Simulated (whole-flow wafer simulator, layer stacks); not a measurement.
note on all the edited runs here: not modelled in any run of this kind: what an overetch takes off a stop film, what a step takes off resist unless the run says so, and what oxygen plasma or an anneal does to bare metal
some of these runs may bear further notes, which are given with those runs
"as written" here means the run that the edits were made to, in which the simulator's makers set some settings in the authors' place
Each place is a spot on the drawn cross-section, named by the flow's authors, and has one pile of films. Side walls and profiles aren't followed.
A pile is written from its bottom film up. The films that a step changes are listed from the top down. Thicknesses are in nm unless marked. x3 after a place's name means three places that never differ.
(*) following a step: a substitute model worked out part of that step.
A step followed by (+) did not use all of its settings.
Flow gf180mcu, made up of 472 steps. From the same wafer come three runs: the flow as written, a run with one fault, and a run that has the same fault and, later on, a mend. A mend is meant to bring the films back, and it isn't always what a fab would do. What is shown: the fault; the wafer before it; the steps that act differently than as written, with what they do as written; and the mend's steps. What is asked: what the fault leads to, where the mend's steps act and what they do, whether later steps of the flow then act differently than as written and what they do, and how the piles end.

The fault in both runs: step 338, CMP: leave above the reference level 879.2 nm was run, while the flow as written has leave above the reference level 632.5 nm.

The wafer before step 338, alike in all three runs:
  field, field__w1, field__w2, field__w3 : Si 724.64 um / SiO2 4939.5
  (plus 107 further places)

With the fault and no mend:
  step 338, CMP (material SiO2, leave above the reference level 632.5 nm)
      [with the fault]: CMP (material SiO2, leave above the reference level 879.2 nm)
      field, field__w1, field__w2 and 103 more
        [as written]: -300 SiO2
        [with the fault]: -53.3 SiO2
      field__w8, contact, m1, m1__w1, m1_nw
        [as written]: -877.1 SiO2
        [with the fault]: -630.4 SiO2
  Steps further on in the flow that do not act as written:
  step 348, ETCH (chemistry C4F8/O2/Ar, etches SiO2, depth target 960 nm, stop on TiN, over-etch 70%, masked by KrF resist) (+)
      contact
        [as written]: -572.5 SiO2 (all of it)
        [with the fault]: -819.2 SiO2 (all of it)
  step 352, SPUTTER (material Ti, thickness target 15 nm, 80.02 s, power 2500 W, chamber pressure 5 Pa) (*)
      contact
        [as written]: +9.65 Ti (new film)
        [with the fault]: +8.37 Ti (new film)
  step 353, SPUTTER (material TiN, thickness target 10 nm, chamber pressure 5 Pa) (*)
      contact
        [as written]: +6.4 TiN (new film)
        [with the fault]: +5.54 TiN (new film)
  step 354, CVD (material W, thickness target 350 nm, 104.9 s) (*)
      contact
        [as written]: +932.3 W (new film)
        [with the fault]: +1181.1 W (new film)
  The piles end different from the flow's at field, field__w1, field__w2 and 109 more by more than 2% or 0.5 nm, whichever is larger.
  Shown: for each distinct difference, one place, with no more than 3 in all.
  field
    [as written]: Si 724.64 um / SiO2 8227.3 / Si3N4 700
    [with the fault]: Si 724.64 um / SiO2 8474 / Si3N4 700
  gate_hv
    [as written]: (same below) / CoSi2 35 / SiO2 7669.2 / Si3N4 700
    [with the fault]: (same below) / CoSi2 35 / SiO2 7915.9 / Si3N4 700
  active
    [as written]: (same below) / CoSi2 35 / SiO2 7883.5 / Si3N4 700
    [with the fault]: (same below) / CoSi2 35 / SiO2 8130.2 / Si3N4 700

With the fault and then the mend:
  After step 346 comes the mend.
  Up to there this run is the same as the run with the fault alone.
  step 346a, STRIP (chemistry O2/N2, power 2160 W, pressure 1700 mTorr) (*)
      field, field__w1, field__w2 and 107 more
        -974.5 KrF resist (all of it), -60 anti-reflective coat (all of it)
      contact
        -60 anti-reflective coat (all of it)
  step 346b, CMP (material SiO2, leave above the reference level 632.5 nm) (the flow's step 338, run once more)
      field, field__w1, field__w2 and 108 more
        -246.7 SiO2
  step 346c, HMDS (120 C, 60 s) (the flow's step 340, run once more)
      does not change any film at any place that is followed
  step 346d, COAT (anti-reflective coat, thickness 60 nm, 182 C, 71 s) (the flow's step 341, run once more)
      field, field__w1, field__w2 and 108 more
        +60 anti-reflective coat (new film)
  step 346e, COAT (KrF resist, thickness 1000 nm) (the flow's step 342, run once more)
      field, field__w1, field__w2 and 108 more
        +1000 KrF resist (new film)
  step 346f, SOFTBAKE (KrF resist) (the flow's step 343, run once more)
      does not change any film at any place that is followed
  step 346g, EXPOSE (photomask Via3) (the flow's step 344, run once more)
      does not change any film at any place that is followed
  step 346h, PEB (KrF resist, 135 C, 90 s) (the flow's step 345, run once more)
      field, field__w1, field__w2 and 108 more
        -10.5 KrF resist
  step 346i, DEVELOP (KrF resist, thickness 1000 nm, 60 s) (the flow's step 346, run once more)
      field, field__w1, field__w2 and 107 more
        -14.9 KrF resist
      contact
        -989.5 KrF resist (all of it)
  Every later step of the flow that is run acts as written at every place that is followed.
  By the end, the piles equal the flow's at every place that both follow.
